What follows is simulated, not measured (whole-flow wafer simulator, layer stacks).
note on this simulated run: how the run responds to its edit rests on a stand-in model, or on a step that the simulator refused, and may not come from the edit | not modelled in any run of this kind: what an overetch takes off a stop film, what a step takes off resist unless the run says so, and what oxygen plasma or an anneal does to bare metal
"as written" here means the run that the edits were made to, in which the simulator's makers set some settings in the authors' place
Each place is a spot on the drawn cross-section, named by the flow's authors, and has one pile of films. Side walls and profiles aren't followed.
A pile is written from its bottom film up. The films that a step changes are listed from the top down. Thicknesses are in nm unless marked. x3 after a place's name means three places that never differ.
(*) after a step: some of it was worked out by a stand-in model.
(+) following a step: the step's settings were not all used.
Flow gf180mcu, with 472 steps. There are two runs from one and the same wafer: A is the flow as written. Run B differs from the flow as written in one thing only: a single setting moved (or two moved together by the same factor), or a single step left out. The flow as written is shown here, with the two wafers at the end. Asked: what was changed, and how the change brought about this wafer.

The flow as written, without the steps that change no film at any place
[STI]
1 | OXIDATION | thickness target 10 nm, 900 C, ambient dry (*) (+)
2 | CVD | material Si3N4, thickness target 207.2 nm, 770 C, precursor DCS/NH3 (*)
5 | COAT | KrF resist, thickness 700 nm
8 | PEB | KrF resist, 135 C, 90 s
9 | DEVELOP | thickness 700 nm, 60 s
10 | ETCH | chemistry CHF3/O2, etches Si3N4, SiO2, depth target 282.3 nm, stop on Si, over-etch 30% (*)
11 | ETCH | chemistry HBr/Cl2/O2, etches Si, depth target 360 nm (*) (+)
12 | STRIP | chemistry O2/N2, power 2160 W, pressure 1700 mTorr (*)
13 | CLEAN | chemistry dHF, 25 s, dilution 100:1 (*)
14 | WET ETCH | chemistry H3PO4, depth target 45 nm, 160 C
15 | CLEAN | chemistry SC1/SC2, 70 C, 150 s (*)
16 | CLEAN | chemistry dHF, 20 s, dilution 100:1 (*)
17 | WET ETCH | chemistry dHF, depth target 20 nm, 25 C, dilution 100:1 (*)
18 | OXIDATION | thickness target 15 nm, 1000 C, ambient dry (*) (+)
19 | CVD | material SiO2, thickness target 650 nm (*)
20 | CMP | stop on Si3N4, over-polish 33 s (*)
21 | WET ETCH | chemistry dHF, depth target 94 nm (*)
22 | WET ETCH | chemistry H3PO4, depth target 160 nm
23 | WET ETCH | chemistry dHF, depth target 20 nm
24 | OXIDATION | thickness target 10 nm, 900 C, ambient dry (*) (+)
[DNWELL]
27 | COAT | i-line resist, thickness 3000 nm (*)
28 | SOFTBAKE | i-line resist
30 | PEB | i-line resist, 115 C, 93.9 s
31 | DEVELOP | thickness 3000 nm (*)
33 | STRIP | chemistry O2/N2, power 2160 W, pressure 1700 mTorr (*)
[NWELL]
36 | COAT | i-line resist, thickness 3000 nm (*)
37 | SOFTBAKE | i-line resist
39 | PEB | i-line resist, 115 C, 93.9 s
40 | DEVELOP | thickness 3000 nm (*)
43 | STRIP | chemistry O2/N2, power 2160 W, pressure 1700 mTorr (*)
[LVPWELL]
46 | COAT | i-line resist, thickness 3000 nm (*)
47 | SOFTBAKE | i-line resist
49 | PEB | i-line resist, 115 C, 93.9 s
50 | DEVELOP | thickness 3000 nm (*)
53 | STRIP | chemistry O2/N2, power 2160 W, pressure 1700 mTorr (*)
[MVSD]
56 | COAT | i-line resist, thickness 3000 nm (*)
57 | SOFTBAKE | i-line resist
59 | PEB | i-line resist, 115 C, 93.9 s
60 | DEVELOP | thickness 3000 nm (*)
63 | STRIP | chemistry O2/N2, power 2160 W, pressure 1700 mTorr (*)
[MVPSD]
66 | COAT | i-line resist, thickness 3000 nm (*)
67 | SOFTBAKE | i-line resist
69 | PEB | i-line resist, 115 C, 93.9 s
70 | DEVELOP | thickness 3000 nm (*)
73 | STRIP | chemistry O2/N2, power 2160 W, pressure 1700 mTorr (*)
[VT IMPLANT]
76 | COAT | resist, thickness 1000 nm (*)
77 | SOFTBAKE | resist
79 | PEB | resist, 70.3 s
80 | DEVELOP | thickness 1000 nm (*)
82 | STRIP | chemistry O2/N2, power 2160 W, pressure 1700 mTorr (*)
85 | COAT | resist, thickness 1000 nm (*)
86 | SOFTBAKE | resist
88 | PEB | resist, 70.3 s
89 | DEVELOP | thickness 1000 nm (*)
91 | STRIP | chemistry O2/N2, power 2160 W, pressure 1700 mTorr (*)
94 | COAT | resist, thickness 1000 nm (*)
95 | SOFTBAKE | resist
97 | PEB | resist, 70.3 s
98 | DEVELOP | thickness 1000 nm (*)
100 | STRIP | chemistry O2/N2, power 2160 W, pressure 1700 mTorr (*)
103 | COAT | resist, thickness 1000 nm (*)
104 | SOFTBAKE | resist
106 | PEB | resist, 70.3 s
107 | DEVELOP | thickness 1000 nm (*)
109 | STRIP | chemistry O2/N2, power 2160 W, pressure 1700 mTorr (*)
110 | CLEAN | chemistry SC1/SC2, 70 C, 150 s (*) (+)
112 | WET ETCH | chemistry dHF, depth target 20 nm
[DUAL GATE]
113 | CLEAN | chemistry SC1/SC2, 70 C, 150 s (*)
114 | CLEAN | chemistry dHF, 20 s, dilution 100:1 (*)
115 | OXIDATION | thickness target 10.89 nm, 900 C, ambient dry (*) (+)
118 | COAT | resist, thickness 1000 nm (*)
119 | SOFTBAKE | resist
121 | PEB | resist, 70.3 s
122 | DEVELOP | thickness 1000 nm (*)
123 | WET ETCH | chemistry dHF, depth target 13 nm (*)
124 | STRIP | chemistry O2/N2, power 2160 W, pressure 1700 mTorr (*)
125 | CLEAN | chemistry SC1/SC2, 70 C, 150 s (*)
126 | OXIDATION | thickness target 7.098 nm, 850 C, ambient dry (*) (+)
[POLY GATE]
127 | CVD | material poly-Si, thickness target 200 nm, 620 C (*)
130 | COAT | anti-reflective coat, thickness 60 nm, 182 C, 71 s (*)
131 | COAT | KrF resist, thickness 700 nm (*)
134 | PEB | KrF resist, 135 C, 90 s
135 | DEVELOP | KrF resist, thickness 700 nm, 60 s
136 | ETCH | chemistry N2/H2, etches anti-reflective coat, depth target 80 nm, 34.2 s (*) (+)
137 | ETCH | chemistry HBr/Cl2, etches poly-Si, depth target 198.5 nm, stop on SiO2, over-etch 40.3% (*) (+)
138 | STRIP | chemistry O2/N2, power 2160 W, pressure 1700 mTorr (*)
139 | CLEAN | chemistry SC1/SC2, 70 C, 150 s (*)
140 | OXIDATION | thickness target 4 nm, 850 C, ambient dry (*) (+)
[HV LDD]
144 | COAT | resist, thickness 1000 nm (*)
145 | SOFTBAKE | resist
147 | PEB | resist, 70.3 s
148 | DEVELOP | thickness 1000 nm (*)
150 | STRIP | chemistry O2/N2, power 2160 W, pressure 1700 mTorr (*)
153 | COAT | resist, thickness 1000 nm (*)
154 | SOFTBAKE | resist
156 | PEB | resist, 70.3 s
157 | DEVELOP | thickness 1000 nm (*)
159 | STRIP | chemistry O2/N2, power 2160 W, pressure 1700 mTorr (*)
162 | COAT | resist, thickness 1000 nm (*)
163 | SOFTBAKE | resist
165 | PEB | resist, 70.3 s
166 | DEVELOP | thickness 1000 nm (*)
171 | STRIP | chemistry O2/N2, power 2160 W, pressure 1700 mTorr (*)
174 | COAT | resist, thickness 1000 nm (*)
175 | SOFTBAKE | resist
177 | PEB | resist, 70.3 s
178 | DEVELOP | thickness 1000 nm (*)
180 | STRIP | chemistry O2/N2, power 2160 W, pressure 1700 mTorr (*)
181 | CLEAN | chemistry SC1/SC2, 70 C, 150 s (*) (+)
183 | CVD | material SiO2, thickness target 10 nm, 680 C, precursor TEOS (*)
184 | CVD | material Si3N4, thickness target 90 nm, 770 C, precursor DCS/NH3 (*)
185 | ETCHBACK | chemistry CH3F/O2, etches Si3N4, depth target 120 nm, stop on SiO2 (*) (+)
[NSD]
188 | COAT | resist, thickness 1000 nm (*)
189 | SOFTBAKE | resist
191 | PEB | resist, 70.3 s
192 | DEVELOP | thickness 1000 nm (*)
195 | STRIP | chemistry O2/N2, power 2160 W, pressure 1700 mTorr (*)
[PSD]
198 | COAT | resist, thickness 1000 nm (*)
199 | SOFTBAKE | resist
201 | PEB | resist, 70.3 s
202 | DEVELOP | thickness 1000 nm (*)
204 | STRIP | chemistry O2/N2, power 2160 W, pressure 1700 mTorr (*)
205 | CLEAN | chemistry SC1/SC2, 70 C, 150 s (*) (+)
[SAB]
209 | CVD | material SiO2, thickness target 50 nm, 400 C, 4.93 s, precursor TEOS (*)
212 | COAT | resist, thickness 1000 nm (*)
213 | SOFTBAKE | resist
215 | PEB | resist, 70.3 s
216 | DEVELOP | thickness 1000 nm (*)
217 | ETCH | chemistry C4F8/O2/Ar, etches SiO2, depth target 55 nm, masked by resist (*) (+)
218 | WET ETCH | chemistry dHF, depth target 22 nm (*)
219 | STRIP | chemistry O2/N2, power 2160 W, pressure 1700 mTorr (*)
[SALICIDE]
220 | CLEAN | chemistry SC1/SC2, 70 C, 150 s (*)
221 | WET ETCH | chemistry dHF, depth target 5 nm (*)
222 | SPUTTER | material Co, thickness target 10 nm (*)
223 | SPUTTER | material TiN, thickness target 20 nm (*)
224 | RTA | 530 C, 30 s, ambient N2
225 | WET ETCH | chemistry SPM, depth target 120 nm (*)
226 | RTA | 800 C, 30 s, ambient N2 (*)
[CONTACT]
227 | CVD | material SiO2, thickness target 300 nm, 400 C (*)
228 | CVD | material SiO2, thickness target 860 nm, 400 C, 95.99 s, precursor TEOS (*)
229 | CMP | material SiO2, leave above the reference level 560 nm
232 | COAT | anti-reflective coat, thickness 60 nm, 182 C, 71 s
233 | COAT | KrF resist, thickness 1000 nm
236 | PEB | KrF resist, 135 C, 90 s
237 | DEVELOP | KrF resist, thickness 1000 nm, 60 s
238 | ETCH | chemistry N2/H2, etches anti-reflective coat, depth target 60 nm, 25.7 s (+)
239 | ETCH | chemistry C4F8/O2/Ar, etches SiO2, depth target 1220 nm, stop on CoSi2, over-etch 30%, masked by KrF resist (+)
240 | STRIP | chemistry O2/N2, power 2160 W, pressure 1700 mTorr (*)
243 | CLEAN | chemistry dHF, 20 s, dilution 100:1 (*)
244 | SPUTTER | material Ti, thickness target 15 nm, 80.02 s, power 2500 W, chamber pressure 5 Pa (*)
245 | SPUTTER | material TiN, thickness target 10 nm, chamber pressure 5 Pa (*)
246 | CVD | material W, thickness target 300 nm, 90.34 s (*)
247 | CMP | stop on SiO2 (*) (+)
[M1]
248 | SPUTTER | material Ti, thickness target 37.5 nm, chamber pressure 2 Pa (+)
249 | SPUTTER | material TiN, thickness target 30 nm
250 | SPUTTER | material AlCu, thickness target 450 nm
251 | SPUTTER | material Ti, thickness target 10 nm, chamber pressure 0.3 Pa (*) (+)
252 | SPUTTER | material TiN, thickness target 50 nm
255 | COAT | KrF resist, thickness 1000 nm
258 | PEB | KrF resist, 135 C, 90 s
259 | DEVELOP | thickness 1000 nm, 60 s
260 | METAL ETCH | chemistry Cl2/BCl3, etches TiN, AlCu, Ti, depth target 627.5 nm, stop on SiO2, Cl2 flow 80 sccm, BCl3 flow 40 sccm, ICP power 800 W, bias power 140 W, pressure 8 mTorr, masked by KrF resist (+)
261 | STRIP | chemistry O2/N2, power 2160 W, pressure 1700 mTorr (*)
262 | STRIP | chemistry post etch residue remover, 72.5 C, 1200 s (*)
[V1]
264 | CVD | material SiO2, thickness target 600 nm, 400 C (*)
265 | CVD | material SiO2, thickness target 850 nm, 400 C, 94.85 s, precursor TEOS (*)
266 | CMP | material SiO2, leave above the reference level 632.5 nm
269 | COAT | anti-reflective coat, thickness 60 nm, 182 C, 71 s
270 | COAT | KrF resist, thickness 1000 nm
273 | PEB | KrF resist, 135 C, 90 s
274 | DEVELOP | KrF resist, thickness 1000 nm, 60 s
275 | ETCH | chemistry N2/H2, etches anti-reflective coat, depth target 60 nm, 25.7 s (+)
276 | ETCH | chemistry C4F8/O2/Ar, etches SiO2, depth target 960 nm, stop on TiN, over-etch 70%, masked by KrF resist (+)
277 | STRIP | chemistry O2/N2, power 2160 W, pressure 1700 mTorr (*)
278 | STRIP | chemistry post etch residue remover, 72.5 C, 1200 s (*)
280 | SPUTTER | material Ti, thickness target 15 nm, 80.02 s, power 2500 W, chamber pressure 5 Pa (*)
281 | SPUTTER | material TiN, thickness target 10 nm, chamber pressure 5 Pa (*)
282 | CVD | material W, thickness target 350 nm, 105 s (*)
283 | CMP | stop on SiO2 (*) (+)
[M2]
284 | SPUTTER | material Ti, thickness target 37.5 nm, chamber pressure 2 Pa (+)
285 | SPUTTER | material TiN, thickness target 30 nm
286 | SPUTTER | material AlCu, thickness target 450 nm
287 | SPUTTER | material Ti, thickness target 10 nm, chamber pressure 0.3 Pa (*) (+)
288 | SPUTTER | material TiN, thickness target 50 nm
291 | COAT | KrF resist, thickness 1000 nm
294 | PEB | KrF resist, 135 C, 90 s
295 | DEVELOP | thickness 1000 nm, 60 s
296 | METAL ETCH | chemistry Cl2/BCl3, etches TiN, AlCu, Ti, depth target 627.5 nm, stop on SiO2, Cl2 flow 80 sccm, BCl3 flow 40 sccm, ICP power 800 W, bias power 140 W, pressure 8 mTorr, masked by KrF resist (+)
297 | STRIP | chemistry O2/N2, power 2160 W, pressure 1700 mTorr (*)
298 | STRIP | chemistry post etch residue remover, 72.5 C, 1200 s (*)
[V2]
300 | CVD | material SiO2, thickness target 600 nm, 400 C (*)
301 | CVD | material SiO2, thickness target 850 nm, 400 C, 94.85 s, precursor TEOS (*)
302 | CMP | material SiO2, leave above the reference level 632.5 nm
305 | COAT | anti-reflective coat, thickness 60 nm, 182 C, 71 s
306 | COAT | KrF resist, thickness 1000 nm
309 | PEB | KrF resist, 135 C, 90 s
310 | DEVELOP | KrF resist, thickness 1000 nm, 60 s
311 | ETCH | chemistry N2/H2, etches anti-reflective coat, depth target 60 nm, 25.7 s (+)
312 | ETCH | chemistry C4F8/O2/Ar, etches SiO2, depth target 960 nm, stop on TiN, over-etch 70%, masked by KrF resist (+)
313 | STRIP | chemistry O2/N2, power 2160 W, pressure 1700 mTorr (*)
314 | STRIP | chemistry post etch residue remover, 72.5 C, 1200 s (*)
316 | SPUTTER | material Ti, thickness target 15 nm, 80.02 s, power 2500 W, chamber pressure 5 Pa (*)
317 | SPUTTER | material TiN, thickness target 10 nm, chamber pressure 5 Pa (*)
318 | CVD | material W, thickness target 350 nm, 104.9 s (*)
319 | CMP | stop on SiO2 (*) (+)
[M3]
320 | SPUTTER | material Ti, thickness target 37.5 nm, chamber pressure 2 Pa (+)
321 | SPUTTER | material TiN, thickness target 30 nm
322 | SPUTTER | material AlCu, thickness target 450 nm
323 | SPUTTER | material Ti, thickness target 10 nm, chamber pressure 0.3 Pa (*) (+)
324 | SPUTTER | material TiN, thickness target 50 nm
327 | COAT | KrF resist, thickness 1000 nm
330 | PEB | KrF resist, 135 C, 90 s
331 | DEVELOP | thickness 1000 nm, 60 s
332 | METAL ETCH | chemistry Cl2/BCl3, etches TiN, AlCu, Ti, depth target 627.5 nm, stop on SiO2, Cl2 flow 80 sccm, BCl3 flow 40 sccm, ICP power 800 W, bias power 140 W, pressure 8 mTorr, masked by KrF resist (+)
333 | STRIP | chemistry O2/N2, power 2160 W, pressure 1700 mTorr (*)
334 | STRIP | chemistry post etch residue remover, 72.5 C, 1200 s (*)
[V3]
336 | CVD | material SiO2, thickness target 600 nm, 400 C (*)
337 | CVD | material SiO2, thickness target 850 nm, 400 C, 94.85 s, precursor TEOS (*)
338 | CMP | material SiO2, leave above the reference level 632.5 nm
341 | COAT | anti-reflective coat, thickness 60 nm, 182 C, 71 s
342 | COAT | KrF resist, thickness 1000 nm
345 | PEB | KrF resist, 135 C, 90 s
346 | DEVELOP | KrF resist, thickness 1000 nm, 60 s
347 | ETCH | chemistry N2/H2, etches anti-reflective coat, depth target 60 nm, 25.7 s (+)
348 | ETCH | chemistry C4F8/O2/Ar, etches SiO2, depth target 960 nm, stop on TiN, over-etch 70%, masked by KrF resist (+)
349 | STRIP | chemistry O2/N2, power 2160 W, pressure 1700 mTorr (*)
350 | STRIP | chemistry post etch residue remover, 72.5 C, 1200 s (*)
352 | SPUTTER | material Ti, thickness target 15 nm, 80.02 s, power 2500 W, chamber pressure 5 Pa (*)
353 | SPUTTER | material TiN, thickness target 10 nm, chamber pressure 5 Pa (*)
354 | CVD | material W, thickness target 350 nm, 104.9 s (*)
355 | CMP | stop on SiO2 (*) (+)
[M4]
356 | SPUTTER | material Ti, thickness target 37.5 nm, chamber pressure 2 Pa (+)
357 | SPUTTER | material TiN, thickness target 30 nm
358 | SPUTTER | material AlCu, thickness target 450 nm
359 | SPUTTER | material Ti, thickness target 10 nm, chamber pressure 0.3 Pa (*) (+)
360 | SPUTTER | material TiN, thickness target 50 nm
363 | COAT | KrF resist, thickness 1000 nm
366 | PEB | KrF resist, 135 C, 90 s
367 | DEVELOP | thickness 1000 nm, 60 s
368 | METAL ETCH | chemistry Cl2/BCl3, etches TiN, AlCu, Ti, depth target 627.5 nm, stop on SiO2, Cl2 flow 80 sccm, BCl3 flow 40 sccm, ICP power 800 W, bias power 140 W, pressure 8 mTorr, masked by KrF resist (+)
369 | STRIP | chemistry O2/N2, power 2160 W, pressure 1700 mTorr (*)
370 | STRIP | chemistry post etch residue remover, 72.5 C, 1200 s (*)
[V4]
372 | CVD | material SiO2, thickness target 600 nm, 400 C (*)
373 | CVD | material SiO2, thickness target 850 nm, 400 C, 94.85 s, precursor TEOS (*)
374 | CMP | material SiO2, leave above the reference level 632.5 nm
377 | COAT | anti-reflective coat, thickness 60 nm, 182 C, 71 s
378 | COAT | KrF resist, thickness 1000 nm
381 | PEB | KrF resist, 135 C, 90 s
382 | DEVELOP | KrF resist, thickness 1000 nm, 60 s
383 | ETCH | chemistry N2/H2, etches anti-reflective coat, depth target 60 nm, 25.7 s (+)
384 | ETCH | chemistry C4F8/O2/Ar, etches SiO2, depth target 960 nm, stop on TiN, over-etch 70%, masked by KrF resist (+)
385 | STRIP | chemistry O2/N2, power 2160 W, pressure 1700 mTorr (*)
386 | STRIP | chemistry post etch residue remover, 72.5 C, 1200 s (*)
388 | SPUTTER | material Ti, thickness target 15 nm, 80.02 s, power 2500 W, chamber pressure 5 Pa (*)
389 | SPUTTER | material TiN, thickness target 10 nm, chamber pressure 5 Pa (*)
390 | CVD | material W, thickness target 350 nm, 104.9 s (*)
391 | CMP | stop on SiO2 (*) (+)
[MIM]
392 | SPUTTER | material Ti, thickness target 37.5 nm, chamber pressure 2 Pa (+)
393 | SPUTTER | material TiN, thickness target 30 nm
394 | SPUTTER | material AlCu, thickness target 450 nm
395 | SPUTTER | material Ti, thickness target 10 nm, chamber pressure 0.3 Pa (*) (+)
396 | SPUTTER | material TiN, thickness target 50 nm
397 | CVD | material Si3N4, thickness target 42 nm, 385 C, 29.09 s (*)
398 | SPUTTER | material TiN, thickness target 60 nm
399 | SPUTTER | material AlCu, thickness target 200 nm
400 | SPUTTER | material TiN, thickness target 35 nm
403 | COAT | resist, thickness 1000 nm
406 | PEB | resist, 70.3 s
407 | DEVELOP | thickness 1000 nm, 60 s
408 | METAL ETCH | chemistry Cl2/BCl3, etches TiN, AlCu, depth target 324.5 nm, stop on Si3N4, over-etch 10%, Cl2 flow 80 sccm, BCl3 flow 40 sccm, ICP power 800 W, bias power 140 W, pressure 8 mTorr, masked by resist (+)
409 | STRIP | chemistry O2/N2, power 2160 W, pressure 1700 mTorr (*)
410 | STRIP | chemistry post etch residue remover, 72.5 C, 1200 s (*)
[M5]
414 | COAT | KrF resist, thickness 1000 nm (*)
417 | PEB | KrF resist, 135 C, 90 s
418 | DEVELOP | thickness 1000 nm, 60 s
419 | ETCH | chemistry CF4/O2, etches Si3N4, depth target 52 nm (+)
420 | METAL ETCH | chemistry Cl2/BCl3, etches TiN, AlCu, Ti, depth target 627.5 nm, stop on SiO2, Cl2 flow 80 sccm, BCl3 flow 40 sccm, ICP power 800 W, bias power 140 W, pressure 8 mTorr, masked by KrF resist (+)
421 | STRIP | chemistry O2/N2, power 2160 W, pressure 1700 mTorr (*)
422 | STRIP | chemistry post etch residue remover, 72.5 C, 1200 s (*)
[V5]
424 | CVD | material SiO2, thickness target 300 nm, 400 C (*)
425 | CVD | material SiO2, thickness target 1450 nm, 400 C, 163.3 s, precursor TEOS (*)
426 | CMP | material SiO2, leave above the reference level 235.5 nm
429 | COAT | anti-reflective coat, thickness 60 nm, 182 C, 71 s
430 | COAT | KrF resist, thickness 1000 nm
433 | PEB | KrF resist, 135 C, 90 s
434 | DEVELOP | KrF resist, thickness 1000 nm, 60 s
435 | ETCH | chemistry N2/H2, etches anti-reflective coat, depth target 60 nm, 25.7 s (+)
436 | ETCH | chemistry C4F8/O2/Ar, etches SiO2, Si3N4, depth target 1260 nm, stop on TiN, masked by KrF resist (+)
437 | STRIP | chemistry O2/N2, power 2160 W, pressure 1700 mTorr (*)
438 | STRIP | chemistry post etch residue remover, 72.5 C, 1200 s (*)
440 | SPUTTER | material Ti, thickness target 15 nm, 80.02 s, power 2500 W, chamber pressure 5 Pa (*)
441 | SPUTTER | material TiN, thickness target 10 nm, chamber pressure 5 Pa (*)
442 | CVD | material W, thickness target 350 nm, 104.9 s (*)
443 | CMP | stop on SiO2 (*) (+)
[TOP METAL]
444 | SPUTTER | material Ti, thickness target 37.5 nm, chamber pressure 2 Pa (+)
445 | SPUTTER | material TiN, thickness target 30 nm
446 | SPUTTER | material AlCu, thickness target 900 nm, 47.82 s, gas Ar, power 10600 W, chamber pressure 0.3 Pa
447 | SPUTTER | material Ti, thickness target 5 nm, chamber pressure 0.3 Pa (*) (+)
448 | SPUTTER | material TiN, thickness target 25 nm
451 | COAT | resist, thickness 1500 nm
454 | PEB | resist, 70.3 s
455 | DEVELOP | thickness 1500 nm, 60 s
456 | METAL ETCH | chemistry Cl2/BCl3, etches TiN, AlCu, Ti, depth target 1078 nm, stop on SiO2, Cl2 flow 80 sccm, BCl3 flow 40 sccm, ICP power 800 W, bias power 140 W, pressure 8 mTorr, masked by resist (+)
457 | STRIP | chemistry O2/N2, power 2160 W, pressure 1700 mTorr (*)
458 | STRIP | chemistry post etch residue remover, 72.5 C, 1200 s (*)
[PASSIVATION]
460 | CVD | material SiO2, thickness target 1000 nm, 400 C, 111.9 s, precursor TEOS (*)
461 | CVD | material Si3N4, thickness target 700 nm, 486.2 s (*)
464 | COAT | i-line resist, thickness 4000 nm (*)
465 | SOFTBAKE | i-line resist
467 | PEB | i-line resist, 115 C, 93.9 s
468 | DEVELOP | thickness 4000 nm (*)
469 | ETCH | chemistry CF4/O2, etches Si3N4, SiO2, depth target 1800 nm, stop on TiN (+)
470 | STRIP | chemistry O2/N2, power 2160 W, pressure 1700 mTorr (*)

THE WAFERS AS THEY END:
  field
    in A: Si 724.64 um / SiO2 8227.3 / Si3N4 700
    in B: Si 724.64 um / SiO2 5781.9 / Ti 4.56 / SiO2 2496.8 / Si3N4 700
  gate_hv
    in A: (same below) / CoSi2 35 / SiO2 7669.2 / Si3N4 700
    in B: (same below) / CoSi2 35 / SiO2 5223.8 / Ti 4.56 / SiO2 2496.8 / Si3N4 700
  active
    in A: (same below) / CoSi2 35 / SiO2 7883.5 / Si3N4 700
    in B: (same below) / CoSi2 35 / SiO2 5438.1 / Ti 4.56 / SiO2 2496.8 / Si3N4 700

Cause: step 394, SPUTTER: thickness target 506 nm was run, though the flow has thickness target 450 nm.

Step by step, how the change led to this:
  394 | SPUTTER | material AlCu, thickness target 450 nm
      field, field__w1, field__w2 and 108 more: A +450 AlCu (new film) | B +506 AlCu (new film)
  420 | METAL ETCH | chemistry Cl2/BCl3, etches TiN, AlCu, Ti, depth target 627.5 nm, stop on SiO2, Cl2 flow 80 sccm, BCl3 flow 40 sccm, ICP power 800 W, bias power 140 W, pressure 8 mTorr, masked by KrF resist (+)
      field, field__w1, field__w2 and 101 more: A -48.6 TiN (all of it), -10 Ti (all of it), -450 AlCu (all of it), -30 TiN (all of it), -37.5 Ti (all of it) | B -48.6 TiN (all of it), -10 Ti (all of it), -506 AlCu (all of it), -30 TiN (all of it), -32.9 Ti
  424 | CVD | material SiO2, thickness target 300 nm, 400 C (*)
      field, field__w1, field__w2 and 101 more: A +300 SiO2 | B +300 SiO2 (new film)
  426 | CMP | material SiO2, leave above the reference level 235.5 nm
      field, field__w1, field__w5 and 92 more: A -300.8 SiO2 | B -249.4 SiO2
      field__w2, field__w3, field__w12 and 6 more: A -272.7 SiO2 | B -218.9 SiO2
With metal films that touch counted as one body, field has 1 body; the flow as written gives 0 bodies.
With metal films that touch counted as one body, gate_hv has 2 bodies (between them, from the top down: SiO2 5223.8); the flow as written gives 1 body.
With metal films that touch counted as one body, active has 2 bodies (between them, from the top down: SiO2 5438.1); the flow as written gives 1 body.
